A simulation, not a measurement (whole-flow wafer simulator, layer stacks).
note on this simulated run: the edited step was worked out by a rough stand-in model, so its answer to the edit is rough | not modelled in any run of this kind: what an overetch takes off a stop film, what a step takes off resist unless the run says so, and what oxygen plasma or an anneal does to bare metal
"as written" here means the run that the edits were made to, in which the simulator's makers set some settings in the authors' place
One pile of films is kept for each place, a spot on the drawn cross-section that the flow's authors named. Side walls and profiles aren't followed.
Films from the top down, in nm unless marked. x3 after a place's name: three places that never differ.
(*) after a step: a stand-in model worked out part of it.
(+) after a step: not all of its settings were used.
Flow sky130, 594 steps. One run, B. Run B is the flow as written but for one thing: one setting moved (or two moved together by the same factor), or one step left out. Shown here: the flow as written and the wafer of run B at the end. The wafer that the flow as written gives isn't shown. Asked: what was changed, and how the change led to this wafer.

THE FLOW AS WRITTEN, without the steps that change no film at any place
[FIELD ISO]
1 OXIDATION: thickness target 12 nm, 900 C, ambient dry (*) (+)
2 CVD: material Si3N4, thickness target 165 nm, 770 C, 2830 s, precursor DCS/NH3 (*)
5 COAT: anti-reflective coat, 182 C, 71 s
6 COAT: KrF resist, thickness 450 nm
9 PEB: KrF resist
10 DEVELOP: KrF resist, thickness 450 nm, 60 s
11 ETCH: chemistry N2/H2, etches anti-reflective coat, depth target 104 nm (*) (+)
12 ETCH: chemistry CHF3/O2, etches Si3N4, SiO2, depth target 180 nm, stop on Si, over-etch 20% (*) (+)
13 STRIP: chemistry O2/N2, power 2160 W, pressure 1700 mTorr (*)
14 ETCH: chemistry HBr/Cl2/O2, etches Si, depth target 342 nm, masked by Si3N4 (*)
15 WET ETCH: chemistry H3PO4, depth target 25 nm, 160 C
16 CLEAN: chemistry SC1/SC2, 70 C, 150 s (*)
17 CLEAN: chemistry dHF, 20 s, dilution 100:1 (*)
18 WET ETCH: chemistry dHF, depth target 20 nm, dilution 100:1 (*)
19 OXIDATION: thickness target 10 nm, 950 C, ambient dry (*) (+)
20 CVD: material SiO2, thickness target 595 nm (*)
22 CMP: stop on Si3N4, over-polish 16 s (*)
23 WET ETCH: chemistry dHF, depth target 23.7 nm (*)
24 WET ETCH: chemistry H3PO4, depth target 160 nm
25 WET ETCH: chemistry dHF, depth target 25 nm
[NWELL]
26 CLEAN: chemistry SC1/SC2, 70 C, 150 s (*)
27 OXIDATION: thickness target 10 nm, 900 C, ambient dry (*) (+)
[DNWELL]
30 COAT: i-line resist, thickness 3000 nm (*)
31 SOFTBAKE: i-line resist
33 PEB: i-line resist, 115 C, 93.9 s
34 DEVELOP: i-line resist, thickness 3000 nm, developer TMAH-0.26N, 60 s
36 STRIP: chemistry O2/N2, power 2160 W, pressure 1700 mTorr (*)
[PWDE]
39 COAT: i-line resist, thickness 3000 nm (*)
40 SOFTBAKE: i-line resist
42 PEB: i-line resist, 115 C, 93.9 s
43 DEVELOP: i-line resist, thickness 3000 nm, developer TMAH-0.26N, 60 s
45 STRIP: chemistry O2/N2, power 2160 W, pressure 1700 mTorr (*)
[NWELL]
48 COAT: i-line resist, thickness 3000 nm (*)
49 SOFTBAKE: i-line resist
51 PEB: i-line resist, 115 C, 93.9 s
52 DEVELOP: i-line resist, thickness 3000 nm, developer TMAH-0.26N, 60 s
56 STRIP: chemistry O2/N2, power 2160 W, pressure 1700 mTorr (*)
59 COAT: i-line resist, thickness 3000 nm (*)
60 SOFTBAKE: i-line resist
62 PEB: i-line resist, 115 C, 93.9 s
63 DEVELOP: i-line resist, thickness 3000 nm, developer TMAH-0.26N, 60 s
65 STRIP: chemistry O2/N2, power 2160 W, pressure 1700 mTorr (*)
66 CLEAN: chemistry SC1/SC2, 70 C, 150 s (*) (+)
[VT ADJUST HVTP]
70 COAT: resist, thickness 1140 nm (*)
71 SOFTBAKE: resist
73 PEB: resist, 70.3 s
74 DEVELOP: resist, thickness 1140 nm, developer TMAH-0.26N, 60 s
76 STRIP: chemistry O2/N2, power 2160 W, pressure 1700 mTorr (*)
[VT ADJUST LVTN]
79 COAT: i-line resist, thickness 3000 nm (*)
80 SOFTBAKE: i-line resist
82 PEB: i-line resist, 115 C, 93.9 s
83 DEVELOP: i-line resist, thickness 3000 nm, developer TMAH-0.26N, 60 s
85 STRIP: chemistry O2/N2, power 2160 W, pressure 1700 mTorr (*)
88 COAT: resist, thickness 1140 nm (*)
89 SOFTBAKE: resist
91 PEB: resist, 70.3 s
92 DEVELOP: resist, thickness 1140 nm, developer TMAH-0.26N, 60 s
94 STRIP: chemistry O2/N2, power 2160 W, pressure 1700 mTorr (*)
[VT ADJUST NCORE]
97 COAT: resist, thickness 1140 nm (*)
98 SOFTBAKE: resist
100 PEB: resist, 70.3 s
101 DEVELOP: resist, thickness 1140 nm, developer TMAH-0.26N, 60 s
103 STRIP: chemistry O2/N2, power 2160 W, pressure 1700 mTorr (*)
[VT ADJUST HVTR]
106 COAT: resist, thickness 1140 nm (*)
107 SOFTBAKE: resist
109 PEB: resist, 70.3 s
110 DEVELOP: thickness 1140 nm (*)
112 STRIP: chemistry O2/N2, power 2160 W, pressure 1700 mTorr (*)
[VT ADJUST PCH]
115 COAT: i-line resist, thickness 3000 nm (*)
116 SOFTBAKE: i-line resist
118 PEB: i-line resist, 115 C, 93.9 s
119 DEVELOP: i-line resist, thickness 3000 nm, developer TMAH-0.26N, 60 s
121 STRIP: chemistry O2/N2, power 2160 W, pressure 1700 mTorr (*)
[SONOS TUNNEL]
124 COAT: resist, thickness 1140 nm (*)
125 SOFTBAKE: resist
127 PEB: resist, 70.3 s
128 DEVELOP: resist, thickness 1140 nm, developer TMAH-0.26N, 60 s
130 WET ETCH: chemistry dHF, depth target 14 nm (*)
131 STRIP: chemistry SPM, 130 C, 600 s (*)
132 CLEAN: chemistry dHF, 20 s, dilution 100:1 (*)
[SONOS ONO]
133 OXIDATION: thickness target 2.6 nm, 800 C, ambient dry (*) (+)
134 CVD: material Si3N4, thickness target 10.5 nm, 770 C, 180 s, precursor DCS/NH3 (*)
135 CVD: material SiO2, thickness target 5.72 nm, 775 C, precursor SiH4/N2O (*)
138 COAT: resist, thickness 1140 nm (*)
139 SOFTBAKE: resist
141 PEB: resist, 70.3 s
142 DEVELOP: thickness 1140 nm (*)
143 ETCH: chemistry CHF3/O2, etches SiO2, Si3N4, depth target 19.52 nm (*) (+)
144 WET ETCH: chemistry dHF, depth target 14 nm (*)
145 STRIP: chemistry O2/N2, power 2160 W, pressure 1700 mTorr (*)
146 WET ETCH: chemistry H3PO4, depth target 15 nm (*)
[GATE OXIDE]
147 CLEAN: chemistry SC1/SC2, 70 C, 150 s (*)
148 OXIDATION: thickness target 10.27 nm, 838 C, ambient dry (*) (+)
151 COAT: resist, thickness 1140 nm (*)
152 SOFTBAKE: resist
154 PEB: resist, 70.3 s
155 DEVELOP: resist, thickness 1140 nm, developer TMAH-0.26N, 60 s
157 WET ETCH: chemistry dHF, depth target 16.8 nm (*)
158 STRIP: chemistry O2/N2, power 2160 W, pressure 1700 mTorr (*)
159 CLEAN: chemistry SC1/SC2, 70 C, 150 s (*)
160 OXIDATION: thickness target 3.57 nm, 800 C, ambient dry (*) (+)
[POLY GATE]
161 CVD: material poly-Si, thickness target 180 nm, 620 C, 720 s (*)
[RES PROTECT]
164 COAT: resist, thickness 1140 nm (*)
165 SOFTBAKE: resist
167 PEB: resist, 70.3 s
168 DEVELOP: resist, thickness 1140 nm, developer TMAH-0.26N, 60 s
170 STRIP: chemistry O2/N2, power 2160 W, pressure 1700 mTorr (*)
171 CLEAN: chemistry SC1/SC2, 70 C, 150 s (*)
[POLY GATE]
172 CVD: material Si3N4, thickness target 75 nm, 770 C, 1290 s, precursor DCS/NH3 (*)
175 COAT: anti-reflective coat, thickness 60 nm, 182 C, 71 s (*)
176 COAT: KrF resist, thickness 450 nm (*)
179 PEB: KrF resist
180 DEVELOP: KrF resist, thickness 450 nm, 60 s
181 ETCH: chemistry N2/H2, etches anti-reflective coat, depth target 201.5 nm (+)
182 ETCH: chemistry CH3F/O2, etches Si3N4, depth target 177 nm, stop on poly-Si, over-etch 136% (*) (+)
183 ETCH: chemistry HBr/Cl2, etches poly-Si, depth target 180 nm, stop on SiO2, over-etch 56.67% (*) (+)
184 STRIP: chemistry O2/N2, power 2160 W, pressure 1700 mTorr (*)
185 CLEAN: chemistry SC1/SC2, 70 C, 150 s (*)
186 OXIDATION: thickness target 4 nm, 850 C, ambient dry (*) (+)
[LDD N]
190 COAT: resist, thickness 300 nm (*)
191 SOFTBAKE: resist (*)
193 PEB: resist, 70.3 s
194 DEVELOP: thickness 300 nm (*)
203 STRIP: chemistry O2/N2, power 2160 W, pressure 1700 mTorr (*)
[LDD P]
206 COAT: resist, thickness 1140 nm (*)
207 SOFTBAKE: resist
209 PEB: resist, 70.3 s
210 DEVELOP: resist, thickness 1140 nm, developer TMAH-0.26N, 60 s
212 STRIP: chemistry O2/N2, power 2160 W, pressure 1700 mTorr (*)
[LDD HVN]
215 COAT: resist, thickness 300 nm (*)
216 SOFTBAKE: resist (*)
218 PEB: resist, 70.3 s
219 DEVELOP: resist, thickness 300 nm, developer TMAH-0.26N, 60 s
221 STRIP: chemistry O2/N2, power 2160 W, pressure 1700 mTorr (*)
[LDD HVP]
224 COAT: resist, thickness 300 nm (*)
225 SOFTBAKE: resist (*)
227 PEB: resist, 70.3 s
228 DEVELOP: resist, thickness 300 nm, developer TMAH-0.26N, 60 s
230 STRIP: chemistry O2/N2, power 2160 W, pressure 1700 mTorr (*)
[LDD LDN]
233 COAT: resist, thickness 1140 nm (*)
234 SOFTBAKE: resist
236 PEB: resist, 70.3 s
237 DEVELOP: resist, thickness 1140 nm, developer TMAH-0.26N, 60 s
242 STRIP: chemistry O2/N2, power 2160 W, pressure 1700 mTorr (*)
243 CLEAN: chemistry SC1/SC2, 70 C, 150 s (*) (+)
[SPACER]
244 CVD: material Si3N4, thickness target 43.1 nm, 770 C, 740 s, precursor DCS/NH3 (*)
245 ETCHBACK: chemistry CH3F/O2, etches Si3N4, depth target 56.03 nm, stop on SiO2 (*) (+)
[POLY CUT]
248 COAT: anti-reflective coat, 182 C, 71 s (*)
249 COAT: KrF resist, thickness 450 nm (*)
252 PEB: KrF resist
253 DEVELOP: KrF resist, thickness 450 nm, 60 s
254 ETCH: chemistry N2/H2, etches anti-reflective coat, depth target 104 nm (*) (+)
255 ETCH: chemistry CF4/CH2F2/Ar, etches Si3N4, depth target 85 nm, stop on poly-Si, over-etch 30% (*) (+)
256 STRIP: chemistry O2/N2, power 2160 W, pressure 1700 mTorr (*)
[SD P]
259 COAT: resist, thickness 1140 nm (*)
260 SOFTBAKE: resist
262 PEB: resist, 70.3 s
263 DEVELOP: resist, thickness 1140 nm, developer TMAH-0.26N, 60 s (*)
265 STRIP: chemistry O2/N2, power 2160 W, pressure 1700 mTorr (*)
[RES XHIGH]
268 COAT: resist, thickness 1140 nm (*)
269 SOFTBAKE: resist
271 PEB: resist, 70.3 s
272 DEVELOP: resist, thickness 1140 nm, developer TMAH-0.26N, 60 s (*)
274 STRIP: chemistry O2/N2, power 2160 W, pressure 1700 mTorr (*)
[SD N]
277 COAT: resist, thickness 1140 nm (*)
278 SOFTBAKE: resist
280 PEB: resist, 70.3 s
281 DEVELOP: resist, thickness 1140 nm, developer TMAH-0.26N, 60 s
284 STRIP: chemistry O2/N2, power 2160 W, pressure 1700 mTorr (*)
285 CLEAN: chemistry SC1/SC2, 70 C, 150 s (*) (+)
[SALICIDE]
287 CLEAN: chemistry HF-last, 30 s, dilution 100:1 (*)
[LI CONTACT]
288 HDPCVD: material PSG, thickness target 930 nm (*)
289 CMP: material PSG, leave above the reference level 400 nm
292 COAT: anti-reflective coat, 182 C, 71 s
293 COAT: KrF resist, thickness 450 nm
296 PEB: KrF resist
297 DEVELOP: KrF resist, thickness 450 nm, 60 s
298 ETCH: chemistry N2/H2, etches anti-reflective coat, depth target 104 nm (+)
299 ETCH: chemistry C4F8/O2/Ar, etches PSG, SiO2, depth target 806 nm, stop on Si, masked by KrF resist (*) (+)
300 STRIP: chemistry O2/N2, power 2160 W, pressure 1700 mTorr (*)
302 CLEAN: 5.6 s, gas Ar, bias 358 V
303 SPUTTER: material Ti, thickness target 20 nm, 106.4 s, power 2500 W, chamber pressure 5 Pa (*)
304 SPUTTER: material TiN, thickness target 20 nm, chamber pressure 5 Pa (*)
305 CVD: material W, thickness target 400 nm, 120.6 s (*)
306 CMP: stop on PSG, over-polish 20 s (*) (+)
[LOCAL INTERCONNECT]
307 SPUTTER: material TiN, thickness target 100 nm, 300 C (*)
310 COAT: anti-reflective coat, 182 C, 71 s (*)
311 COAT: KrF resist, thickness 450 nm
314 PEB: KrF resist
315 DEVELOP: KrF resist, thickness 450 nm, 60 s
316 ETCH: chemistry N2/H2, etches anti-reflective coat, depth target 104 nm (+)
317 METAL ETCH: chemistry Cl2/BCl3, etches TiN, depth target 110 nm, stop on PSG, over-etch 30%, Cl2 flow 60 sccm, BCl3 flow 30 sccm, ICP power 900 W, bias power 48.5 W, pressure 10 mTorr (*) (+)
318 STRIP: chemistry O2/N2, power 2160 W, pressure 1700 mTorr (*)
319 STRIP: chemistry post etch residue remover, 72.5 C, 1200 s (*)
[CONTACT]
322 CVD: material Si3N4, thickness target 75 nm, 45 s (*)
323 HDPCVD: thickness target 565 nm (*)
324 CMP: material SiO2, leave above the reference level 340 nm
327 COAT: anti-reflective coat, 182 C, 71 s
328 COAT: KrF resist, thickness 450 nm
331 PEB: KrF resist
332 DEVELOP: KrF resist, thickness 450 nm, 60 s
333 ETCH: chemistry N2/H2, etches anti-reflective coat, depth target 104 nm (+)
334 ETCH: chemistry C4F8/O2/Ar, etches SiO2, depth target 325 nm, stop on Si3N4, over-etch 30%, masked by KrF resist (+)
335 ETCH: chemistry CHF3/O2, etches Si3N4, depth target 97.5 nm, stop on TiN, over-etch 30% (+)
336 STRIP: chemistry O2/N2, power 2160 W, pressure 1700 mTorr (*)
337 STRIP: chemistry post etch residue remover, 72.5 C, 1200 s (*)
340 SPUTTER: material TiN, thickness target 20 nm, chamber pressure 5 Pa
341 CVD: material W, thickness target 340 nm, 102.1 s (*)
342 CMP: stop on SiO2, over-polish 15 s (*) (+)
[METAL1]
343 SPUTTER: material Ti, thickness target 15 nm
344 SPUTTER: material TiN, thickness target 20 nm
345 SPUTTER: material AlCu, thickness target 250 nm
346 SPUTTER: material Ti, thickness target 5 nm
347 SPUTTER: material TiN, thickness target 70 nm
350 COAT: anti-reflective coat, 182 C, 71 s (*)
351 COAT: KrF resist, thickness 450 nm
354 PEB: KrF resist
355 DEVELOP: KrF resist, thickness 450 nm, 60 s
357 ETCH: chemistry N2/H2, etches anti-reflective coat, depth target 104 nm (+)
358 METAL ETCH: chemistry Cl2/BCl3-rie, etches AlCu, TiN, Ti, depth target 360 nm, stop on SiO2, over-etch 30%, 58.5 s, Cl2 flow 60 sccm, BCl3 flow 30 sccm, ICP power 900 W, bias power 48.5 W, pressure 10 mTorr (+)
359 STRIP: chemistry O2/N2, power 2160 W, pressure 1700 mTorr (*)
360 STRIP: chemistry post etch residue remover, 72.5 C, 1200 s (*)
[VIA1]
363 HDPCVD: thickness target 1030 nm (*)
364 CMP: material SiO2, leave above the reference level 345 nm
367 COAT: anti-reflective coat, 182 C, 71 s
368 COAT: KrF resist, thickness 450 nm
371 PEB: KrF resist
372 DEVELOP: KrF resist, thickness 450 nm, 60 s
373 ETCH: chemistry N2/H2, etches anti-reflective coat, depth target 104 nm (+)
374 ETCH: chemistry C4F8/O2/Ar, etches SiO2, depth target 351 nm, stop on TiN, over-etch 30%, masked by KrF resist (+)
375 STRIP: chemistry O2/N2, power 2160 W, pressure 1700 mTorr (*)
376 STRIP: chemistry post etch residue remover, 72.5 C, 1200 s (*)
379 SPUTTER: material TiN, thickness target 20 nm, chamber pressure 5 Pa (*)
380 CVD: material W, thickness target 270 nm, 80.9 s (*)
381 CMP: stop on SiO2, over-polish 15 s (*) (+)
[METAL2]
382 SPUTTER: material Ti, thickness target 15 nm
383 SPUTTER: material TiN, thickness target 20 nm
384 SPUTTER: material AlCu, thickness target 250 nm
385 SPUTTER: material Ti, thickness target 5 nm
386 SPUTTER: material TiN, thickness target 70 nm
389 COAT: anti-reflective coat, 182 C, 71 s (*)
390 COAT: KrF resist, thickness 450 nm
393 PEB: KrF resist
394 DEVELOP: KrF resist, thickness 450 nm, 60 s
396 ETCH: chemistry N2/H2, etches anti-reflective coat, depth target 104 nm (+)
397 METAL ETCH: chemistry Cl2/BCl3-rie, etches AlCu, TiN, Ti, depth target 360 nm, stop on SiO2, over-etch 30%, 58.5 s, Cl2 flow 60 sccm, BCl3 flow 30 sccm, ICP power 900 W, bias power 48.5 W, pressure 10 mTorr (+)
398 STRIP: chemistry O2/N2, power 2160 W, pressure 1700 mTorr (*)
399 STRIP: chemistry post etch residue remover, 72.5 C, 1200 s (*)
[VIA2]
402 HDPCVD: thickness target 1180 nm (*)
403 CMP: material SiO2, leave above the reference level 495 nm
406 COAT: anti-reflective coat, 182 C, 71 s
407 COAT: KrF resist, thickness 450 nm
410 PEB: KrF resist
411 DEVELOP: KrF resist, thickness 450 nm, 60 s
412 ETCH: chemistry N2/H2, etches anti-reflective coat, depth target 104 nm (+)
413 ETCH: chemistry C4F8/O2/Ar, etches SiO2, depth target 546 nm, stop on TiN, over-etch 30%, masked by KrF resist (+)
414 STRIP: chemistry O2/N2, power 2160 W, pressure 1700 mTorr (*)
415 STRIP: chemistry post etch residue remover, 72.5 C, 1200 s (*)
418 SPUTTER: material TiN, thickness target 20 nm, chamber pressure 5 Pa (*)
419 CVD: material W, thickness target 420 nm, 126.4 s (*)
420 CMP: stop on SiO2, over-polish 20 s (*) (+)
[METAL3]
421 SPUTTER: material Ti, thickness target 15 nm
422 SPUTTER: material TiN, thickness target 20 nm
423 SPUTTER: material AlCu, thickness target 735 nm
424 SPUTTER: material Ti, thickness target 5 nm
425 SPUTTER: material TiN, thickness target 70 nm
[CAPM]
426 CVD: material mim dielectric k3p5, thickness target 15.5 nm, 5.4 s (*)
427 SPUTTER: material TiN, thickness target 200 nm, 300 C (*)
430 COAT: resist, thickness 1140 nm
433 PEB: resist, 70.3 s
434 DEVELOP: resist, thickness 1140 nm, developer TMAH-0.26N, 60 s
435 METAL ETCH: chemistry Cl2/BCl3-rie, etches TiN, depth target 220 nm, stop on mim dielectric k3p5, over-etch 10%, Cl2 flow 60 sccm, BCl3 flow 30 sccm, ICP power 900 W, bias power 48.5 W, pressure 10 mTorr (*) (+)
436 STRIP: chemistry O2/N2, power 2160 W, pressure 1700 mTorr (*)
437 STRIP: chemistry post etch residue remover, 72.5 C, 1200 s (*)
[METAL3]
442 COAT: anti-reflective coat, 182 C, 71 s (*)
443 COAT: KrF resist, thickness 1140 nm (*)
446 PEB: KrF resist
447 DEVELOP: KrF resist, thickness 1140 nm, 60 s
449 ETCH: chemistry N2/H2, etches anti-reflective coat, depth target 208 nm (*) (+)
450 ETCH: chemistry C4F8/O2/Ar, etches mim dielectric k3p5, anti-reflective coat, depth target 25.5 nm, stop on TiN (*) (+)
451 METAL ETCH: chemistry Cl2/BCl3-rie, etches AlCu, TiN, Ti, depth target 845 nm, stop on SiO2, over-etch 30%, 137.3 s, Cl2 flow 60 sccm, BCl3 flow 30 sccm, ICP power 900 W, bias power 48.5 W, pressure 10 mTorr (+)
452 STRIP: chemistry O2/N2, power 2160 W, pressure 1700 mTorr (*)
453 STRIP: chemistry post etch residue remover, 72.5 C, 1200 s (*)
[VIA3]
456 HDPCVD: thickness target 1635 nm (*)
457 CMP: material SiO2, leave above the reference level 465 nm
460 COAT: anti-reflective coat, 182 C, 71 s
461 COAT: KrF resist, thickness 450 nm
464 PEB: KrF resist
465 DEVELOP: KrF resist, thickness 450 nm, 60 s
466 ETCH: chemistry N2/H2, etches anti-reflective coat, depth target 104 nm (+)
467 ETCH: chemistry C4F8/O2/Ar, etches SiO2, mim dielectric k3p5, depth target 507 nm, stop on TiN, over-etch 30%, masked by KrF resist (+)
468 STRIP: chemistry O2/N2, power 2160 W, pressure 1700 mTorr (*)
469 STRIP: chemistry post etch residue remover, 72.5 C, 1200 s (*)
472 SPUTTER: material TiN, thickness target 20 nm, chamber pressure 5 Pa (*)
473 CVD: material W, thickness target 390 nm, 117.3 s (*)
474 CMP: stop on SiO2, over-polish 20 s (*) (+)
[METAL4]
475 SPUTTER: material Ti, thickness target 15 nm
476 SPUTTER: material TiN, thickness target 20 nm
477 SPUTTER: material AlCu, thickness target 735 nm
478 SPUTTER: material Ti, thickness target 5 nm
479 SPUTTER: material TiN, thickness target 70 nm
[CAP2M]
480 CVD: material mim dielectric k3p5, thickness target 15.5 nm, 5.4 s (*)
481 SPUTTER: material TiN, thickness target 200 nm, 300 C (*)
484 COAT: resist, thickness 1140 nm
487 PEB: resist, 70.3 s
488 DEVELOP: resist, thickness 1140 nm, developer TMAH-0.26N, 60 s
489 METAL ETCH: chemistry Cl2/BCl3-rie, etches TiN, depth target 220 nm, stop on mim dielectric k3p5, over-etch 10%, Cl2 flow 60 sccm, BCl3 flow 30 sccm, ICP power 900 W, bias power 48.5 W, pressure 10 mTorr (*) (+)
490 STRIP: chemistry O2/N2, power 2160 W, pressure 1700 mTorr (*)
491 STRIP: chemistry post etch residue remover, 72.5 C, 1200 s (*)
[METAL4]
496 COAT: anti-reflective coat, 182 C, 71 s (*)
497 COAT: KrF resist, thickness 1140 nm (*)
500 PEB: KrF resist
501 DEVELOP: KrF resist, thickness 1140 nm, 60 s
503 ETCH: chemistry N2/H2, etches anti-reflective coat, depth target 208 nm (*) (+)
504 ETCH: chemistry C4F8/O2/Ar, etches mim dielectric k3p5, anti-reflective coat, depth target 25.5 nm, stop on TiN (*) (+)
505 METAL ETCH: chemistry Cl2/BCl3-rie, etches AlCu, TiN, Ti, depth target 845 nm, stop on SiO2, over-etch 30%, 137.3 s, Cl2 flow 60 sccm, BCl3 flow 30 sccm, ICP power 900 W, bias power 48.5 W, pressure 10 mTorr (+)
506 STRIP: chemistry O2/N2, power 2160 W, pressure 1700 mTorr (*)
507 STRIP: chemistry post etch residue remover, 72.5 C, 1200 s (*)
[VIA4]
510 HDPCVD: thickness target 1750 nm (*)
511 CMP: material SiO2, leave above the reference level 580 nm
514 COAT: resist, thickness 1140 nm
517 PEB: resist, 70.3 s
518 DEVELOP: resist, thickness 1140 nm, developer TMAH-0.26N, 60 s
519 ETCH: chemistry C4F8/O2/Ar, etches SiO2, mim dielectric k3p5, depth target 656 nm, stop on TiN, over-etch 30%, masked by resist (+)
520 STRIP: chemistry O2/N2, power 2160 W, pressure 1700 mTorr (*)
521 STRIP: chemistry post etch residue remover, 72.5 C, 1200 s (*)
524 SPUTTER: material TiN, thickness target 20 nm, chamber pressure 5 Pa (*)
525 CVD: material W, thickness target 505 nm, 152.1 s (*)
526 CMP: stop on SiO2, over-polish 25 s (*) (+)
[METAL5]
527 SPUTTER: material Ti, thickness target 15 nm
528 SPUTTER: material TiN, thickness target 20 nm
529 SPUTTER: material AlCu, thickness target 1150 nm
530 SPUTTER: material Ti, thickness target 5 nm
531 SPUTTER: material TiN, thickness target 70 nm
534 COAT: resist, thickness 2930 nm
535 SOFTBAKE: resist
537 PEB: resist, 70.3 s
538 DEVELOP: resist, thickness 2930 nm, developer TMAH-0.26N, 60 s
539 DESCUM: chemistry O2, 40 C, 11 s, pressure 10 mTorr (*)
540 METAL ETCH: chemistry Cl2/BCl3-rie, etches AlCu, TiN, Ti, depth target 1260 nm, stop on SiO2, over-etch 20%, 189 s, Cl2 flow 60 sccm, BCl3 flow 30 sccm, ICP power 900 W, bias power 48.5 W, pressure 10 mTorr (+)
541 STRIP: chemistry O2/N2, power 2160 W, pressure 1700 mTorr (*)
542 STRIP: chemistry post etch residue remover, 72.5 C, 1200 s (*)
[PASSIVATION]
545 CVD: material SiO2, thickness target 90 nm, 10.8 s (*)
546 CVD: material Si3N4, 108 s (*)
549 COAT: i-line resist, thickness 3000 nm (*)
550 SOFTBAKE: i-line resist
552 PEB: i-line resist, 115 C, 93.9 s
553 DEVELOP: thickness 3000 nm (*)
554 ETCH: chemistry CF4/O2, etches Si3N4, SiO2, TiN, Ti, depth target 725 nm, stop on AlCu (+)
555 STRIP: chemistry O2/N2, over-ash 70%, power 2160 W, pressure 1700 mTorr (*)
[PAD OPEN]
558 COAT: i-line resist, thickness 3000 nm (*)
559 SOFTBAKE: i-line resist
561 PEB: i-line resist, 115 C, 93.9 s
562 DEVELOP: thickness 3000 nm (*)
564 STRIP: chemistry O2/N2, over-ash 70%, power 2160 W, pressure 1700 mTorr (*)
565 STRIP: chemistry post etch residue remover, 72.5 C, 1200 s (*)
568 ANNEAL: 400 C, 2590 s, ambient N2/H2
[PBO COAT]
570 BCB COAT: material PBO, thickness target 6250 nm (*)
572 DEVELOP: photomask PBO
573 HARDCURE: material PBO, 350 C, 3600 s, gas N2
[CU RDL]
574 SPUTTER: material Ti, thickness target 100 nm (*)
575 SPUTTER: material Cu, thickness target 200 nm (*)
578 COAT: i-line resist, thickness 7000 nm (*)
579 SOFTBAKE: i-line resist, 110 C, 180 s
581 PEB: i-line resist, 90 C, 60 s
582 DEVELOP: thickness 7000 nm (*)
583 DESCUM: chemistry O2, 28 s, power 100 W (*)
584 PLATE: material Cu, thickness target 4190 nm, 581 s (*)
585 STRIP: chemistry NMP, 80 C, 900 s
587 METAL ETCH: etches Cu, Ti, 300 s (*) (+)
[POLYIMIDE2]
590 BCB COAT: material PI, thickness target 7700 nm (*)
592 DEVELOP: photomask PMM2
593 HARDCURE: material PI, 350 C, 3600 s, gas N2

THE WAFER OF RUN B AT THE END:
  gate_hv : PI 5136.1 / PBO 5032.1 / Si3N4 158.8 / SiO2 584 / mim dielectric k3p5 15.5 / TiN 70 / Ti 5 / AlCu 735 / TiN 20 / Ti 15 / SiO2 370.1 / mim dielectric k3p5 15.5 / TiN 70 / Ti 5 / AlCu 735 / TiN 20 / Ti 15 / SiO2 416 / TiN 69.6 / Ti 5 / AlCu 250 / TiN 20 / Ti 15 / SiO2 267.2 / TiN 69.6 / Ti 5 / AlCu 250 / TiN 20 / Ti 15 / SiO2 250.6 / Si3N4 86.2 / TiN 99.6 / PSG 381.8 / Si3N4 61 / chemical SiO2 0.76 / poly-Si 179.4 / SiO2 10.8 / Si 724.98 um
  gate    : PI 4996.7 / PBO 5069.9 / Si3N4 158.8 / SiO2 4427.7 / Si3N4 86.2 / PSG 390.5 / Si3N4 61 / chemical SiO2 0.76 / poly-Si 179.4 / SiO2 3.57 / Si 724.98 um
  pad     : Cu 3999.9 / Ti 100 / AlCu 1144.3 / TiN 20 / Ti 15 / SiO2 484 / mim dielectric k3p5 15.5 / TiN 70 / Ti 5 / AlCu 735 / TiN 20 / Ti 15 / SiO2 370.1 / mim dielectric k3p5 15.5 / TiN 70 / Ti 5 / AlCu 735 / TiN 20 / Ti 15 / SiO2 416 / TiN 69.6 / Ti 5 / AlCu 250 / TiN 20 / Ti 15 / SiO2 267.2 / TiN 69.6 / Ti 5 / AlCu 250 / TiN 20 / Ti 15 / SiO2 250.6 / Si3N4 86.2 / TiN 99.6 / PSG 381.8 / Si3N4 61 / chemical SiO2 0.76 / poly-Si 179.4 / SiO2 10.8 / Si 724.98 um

The cause: step 322, CVD: thickness target 86.2 nm was run, where the flow has thickness target 75 nm; step 322, CVD: 51.7 s was run, where the flow has 45 s.
It can be read off the wafer: gate_hv has Si3N4 86.2, and step 322 as written asks for 75 nm.

How the change led to this, step by step:
  322 CVD: material Si3N4, thickness target 75 nm, 45 s (*)
      field, active, n_well and 188 more: Si3N4 +86.2 (new film) (as written it would be: Si3N4 +75 (new film))
  324 CMP: material SiO2, leave above the reference level 340 nm
      n_well, p_well, gate_hv and 93 more: SiO2 -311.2 (as written it would be: SiO2 -300)
      field, active, gate and 88 more: SiO2 -211.6 (as written it would be: SiO2 -200.4)
      (and at 4 more places)
  334 ETCH: chemistry C4F8/O2/Ar, etches SiO2, depth target 325 nm, stop on Si3N4, over-etch 30%, masked by KrF resist (+)
      poly_licon, ndiff_licon, ndiff_licon_cpp, rpo_hd_licon: SiO2 -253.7 (all of it) (as written it would be: SiO2 -264.9 (all of it))
  335 ETCH: chemistry CHF3/O2, etches Si3N4, depth target 97.5 nm, stop on TiN, over-etch 30% (+)
      poly_licon, ndiff_licon, ndiff_licon_cpp, rpo_hd_licon: Si3N4 -86.2 (all of it) (as written it would be: Si3N4 -75 (all of it))
